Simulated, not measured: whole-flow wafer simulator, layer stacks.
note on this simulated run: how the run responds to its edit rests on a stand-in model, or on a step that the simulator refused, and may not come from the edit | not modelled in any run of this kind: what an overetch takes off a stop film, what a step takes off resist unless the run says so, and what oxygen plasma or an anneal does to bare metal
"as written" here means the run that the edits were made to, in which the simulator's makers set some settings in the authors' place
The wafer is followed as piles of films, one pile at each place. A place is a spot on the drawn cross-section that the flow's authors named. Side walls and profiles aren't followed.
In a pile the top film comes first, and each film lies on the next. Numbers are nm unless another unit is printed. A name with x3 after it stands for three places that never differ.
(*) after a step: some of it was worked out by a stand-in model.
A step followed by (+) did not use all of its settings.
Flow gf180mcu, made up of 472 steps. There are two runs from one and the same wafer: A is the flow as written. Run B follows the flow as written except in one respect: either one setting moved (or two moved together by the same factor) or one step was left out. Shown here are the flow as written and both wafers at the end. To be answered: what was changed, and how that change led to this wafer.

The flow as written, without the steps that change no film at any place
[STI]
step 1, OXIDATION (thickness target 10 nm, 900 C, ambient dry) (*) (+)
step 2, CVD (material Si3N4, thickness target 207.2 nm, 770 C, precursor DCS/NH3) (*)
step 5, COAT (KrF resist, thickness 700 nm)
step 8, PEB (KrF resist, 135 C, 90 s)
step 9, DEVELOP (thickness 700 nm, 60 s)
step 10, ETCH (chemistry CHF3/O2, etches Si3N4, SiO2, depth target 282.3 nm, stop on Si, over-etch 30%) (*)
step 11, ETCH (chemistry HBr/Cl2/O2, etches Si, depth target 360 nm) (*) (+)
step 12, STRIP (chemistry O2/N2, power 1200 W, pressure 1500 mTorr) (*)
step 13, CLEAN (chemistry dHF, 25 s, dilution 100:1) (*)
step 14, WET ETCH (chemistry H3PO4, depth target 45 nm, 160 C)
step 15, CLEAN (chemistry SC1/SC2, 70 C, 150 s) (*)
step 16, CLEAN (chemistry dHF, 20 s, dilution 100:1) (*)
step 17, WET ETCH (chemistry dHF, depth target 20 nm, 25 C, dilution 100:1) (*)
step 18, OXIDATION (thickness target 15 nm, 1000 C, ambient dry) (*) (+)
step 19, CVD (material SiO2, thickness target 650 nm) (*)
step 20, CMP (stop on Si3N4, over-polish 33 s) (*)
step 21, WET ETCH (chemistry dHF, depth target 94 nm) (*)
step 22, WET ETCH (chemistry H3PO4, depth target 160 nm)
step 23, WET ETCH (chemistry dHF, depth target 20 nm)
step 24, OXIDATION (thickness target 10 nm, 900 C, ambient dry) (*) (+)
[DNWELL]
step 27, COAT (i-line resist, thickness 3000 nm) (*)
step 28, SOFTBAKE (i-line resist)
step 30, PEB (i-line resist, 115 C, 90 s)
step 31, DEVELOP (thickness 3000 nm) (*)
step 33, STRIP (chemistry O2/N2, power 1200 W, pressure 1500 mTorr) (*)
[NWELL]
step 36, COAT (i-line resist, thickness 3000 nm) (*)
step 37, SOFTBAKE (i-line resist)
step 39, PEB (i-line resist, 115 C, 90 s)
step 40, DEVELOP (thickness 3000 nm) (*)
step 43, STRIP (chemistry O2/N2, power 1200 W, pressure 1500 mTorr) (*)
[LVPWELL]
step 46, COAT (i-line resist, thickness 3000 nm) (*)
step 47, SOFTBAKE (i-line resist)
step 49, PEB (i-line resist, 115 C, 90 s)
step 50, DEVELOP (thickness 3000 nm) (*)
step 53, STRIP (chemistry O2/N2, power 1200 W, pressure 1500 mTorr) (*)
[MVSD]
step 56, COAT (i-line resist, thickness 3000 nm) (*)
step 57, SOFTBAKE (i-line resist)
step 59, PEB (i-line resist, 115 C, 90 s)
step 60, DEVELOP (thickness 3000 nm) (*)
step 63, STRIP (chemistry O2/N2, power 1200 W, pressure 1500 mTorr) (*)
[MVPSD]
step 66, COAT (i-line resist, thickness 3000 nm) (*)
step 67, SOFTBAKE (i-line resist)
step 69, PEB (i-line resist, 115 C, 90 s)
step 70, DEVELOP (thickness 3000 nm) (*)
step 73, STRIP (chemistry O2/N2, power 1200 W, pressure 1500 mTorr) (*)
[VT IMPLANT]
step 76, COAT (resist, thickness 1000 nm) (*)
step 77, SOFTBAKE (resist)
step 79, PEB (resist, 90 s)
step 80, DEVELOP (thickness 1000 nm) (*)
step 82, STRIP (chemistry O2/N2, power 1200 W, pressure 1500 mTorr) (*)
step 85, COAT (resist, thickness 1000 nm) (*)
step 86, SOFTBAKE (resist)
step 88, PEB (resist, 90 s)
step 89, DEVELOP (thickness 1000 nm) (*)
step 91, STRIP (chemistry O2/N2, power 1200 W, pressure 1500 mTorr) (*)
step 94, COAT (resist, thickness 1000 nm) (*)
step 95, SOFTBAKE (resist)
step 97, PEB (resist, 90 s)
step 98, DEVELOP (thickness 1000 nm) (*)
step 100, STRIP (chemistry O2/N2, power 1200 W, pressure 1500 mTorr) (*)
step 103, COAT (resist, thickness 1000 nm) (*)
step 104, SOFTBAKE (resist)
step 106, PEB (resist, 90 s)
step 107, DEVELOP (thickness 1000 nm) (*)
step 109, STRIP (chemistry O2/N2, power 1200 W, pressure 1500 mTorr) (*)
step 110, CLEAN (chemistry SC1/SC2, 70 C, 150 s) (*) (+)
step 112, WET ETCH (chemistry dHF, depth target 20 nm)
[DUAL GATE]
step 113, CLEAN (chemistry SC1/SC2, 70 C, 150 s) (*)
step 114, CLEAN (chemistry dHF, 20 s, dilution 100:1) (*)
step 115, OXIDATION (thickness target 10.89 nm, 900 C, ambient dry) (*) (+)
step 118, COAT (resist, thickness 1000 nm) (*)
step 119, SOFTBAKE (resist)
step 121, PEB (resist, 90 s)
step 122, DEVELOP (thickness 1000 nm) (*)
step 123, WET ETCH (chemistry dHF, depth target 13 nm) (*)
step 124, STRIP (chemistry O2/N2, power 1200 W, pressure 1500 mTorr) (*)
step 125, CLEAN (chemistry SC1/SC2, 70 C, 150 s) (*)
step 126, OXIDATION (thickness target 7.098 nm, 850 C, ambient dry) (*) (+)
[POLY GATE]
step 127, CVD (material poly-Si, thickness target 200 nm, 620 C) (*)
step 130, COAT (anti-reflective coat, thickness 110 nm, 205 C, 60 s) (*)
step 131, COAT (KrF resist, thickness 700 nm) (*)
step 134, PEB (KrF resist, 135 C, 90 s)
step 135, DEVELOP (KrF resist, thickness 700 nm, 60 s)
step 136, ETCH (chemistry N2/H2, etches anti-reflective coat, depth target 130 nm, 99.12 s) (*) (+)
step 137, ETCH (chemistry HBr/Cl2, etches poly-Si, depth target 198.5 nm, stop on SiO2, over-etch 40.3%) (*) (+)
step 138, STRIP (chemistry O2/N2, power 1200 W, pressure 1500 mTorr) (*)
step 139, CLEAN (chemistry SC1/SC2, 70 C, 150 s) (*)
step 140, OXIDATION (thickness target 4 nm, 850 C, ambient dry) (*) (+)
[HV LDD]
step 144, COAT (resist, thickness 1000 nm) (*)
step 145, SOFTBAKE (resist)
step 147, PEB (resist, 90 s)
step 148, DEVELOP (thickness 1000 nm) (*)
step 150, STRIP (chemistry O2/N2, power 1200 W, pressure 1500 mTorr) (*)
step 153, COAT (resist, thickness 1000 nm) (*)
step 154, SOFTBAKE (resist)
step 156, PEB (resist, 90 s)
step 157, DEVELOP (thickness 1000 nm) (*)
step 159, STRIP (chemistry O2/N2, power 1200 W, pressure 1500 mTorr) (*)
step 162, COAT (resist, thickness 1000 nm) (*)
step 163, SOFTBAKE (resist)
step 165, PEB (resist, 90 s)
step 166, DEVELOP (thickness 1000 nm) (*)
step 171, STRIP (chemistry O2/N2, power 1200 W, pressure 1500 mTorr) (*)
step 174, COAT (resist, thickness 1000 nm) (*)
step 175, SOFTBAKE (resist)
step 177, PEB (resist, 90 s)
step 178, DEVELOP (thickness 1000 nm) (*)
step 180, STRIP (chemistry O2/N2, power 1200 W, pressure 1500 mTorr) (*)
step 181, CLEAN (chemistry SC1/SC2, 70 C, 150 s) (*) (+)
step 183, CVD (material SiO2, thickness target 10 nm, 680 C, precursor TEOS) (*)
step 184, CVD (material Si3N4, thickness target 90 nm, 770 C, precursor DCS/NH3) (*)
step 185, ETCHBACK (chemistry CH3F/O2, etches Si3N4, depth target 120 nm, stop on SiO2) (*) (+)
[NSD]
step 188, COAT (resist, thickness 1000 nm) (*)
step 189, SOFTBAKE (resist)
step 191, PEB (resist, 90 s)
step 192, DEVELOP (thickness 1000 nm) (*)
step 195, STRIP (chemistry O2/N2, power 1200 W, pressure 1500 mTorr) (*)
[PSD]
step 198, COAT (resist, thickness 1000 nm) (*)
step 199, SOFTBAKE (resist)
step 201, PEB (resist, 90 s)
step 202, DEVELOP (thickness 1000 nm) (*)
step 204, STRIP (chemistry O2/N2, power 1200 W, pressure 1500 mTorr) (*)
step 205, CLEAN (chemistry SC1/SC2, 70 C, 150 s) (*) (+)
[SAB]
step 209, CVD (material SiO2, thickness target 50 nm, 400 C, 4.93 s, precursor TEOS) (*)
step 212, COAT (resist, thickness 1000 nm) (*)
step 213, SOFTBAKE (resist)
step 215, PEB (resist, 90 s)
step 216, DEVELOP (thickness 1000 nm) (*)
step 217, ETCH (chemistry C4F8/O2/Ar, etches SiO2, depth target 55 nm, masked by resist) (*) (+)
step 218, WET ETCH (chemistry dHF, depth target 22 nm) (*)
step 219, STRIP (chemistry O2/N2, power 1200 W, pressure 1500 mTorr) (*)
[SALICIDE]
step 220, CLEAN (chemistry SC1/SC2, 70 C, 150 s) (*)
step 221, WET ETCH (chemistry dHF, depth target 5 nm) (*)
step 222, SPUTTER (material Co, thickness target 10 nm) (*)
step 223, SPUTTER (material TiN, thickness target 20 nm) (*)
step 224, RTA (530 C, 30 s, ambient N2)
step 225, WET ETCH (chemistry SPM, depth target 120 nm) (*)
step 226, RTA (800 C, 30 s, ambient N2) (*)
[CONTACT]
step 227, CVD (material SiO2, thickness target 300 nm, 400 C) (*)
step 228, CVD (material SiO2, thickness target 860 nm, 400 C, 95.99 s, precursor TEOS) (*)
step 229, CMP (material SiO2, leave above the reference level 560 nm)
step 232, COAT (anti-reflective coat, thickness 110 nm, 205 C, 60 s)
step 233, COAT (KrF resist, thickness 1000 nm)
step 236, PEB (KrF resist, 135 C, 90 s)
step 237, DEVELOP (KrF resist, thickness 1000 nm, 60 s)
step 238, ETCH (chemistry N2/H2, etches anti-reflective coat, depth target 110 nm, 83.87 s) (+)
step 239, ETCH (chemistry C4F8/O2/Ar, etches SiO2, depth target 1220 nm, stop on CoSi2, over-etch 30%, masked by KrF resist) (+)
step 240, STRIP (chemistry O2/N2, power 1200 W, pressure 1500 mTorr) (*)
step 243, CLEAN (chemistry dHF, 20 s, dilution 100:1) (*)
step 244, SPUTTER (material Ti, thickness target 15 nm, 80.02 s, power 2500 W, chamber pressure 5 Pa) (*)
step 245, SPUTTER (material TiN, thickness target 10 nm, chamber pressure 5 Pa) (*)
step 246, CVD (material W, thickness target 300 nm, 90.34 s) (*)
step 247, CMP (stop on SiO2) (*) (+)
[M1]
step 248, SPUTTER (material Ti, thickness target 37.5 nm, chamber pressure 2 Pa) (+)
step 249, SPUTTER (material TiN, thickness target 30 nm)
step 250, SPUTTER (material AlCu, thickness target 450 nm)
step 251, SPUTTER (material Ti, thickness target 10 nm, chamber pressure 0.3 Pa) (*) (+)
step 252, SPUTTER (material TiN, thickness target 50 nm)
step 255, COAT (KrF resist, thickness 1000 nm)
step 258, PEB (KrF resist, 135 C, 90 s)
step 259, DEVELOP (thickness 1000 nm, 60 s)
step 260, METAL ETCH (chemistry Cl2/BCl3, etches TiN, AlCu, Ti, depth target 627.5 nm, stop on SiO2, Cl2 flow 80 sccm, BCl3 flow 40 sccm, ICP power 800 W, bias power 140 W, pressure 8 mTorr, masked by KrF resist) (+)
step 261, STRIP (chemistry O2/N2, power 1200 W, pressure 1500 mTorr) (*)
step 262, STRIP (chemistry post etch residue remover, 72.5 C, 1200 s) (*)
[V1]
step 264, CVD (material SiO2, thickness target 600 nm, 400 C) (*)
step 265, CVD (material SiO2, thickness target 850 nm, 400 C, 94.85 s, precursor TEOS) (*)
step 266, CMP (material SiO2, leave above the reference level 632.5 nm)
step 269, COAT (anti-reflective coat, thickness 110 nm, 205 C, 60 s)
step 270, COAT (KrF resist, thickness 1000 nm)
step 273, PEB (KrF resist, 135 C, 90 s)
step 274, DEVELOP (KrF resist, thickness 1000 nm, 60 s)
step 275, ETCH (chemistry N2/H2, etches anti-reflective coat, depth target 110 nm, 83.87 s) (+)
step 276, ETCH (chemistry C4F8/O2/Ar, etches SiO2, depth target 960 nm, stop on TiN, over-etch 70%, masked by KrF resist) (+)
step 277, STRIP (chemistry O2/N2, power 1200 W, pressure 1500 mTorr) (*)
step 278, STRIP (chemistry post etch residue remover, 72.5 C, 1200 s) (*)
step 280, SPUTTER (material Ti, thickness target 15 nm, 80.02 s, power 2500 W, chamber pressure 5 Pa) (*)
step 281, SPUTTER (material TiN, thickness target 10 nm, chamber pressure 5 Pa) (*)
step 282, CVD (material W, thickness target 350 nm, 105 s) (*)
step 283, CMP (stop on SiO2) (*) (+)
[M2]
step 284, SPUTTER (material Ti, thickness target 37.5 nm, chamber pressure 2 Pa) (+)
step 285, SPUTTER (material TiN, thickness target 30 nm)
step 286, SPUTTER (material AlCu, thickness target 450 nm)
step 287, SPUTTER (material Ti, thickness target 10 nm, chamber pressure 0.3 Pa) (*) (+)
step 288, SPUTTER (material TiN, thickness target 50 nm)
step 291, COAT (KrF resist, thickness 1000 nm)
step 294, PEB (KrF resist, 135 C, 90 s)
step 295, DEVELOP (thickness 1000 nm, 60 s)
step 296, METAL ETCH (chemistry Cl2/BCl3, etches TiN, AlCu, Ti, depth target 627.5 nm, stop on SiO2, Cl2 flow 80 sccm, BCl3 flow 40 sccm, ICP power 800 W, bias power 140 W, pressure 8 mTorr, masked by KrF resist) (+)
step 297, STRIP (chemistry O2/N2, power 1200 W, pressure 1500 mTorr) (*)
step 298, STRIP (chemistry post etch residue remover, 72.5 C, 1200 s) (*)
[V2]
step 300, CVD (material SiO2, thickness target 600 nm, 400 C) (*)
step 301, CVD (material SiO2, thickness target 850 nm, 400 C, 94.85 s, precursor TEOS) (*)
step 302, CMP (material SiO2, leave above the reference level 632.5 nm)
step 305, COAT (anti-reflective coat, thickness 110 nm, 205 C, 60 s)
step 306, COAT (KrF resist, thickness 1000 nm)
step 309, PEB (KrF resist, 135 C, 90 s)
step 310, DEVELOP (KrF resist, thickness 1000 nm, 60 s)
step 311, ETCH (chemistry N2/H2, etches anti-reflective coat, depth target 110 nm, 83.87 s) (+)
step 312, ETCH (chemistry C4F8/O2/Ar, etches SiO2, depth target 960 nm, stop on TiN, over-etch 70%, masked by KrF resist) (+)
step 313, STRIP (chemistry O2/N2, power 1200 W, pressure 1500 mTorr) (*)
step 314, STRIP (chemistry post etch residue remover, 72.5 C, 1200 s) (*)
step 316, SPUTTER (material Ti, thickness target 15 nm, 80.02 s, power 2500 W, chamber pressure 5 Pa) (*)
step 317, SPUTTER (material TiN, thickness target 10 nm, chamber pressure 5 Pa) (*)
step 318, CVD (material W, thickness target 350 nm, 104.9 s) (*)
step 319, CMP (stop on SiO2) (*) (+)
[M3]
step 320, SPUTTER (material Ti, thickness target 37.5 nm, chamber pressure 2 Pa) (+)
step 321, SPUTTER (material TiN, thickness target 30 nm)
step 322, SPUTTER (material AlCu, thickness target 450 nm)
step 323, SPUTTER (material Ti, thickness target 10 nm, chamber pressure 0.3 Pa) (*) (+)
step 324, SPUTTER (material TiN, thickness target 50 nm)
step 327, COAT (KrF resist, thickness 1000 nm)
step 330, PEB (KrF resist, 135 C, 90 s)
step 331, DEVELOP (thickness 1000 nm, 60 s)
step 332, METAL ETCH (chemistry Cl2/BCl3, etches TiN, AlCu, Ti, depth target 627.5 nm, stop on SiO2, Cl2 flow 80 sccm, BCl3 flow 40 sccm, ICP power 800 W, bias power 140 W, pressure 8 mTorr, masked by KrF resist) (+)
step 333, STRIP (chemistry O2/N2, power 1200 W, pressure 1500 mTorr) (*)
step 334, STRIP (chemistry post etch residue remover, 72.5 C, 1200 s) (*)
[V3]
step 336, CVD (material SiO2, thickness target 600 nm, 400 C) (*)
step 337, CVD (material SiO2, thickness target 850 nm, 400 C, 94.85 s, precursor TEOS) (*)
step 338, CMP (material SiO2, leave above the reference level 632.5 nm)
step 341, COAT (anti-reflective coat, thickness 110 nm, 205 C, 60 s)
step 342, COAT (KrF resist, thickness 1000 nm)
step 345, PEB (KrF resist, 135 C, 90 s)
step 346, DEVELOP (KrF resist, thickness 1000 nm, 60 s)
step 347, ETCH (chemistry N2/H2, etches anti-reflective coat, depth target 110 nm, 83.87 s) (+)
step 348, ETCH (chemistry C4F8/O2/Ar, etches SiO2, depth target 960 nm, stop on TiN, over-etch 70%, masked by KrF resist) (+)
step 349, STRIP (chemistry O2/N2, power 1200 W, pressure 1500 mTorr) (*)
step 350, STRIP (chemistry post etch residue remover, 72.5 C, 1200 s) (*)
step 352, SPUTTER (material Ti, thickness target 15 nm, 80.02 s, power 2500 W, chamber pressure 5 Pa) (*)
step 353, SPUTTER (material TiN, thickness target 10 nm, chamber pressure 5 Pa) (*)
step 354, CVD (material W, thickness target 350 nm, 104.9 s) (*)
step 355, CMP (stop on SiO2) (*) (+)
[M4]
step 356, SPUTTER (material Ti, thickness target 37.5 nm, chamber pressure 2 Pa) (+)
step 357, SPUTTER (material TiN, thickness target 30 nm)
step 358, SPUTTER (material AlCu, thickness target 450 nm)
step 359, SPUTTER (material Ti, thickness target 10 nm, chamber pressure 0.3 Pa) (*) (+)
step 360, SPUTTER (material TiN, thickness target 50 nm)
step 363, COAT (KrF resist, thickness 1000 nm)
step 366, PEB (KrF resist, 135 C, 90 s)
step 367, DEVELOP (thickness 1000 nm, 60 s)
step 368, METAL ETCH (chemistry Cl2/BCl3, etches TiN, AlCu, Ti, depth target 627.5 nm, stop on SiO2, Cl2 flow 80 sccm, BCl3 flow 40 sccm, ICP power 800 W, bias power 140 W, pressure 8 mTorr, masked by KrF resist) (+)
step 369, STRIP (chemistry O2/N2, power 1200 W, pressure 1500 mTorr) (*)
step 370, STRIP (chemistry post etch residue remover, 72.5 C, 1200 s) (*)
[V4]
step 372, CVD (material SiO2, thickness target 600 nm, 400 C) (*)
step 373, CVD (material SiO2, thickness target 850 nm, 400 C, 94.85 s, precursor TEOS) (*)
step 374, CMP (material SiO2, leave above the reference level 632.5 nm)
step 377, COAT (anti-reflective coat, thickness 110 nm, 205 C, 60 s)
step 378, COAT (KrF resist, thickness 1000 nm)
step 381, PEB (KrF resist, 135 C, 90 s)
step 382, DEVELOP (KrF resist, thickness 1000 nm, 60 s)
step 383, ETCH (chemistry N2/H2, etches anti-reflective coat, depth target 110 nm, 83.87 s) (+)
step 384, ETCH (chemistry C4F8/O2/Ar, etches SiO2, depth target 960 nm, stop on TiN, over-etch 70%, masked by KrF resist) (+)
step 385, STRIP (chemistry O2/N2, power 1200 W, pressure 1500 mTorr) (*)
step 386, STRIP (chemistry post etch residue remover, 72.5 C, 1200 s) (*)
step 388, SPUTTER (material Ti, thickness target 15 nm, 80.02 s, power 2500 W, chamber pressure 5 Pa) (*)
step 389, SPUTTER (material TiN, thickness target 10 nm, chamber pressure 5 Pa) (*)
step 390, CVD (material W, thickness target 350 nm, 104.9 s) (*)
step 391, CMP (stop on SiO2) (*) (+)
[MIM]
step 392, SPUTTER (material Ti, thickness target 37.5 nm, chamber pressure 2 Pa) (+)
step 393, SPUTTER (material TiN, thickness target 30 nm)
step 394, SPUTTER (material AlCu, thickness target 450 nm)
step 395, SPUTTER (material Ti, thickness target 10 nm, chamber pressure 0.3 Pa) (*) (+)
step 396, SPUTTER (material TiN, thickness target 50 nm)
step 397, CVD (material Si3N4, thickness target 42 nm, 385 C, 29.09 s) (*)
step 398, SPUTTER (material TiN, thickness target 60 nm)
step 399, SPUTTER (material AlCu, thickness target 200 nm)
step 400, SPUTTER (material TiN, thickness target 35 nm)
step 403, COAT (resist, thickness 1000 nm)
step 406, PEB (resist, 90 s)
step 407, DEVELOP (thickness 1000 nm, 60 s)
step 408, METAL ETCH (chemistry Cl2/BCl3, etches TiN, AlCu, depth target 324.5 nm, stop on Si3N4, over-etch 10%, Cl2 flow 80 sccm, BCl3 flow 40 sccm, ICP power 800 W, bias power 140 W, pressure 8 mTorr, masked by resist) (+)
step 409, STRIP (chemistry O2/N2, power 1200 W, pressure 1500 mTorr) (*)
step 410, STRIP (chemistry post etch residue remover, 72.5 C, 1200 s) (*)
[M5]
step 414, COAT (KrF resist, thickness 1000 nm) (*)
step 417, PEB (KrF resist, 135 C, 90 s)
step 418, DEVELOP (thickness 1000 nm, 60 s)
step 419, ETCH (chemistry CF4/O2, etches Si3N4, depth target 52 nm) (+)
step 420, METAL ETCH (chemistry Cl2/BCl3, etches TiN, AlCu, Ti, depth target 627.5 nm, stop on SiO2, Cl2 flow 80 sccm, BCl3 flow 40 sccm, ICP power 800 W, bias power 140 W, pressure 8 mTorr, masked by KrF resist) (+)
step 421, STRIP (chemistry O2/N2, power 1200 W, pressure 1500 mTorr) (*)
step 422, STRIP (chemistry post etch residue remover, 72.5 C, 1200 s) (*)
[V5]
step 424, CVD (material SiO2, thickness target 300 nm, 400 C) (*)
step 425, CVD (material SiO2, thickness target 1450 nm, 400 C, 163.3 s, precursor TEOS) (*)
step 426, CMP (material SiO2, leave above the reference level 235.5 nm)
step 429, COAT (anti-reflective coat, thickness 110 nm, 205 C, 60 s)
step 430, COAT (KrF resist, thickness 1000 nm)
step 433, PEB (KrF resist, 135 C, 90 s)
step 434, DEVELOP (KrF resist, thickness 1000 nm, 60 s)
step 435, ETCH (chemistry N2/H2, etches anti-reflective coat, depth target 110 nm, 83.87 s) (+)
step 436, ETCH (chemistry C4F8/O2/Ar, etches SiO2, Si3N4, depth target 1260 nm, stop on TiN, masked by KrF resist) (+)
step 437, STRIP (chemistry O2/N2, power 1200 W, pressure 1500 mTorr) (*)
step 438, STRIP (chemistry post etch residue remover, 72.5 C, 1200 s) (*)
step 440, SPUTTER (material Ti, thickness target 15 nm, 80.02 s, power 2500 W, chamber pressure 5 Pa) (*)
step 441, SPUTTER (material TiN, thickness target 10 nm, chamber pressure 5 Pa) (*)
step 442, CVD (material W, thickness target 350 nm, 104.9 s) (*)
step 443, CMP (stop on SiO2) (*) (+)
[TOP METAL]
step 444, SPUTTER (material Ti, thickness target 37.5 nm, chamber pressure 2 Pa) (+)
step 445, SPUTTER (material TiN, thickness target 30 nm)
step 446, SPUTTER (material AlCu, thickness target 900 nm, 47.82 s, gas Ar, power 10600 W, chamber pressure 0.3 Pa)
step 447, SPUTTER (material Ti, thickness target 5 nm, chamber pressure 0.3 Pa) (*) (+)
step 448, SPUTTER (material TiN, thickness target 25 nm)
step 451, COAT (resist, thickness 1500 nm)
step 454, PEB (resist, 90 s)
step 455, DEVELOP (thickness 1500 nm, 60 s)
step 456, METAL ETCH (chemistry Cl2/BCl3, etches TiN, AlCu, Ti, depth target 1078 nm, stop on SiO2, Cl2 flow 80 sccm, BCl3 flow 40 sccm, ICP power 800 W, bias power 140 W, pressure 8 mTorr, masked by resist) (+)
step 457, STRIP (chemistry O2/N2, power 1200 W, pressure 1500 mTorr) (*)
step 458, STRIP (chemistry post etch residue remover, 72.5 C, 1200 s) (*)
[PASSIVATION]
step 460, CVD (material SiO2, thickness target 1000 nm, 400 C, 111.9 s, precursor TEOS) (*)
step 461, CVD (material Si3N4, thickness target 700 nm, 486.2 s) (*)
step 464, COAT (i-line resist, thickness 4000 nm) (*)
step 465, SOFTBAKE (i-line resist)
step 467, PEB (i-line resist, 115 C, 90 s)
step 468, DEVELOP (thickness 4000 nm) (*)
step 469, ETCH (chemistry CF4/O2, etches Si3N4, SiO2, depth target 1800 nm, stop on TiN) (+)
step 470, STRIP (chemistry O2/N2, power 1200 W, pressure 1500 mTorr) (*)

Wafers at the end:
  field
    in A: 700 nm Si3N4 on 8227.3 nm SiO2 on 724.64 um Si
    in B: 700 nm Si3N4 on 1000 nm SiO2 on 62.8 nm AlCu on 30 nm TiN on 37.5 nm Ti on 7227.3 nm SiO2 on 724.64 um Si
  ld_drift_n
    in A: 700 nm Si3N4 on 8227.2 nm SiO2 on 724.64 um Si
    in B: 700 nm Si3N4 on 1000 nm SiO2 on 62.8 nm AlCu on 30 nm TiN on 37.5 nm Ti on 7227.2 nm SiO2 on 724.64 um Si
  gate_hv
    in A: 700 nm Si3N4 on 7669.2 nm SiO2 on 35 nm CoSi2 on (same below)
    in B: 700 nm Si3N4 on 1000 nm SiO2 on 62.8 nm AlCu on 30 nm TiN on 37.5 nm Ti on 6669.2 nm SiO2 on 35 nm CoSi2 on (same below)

Cause: step 446, SPUTTER: thickness target 1116 nm was run, though the flow has thickness target 900 nm.

How this came from the change, step by step:
  step 446, SPUTTER (material AlCu, thickness target 900 nm, 47.82 s, gas Ar, power 10600 W, chamber pressure 0.3 Pa)
      field, field__w1, field__w2 and 109 more: A +900 AlCu (new film) | B +1116 AlCu (new film)
  step 456, METAL ETCH (chemistry Cl2/BCl3, etches TiN, AlCu, Ti, depth target 1078 nm, stop on SiO2, Cl2 flow 80 sccm, BCl3 flow 40 sccm, ICP power 800 W, bias power 140 W, pressure 8 mTorr, masked by resist) (+)
      field, field__w1, field__w2 and 103 more: A -25 TiN (all of it), -5 Ti (all of it), -900 AlCu (all of it), -30 TiN (all of it), -37.5 Ti (all of it) | B -25 TiN (all of it), -5 Ti (all of it), -1047.5 AlCu
  step 458, STRIP (chemistry post etch residue remover, 72.5 C, 1200 s) (*)
      field, field__w1, field__w2 and 103 more: A nothing | B -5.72 AlCu
  step 460, CVD (material SiO2, thickness target 1000 nm, 400 C, 111.9 s, precursor TEOS) (*)
      field, field__w1, field__w2 and 103 more: A +1000 SiO2 | B +1000 SiO2 (new film)
  step 464, COAT (i-line resist, thickness 4000 nm) (*)
      field__w8: A +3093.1 i-line resist (new film) | B +3018.1 i-line resist (new film)
      contact: A +3153.6 i-line resist (new film) | B +3059.2 i-line resist (new film)
      (as well as at 4 more places)
  step 465, SOFTBAKE (i-line resist)
      field__w5, field__w9: A +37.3 i-line resist | B +34.2 i-line resist
      field__w11, field__w13: A +37.9 i-line resist | B +35.5 i-line resist
      (as well as at 56 more places)
  step 467, PEB (i-line resist, 115 C, 90 s)
      field__w8, m1__w1: A -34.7 i-line resist | B -33.3 i-line resist
      contact, m1: A -35.1 i-line resist | B -33.6 i-line resist
      (as well as at 2 more places)
  step 468, DEVELOP (thickness 4000 nm) (*)
      pad: A -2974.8 i-line resist (all of it) | B -2889.9 i-line resist (all of it)
  step 470, STRIP (chemistry O2/N2, power 1200 W, pressure 1500 mTorr) (*)
      field__w8, m1__w1: A -1787.7 i-line resist (all of it) | B -1705.3 i-line resist (all of it)
      contact: A -1811.2 i-line resist (all of it) | B -1722 i-line resist (all of it)
      (as well as at 2 more places)
If metal films that touch count as one body, field has 1 body; the flow as written gives 0 bodies.
If metal films that touch count as one body, ld_drift_n has 1 body; the flow as written gives 0 bodies.
If metal films that touch count as one body, gate_hv has 2 bodies (between them, from the top down: SiO2 6669.2); the flow as written gives 1 body.
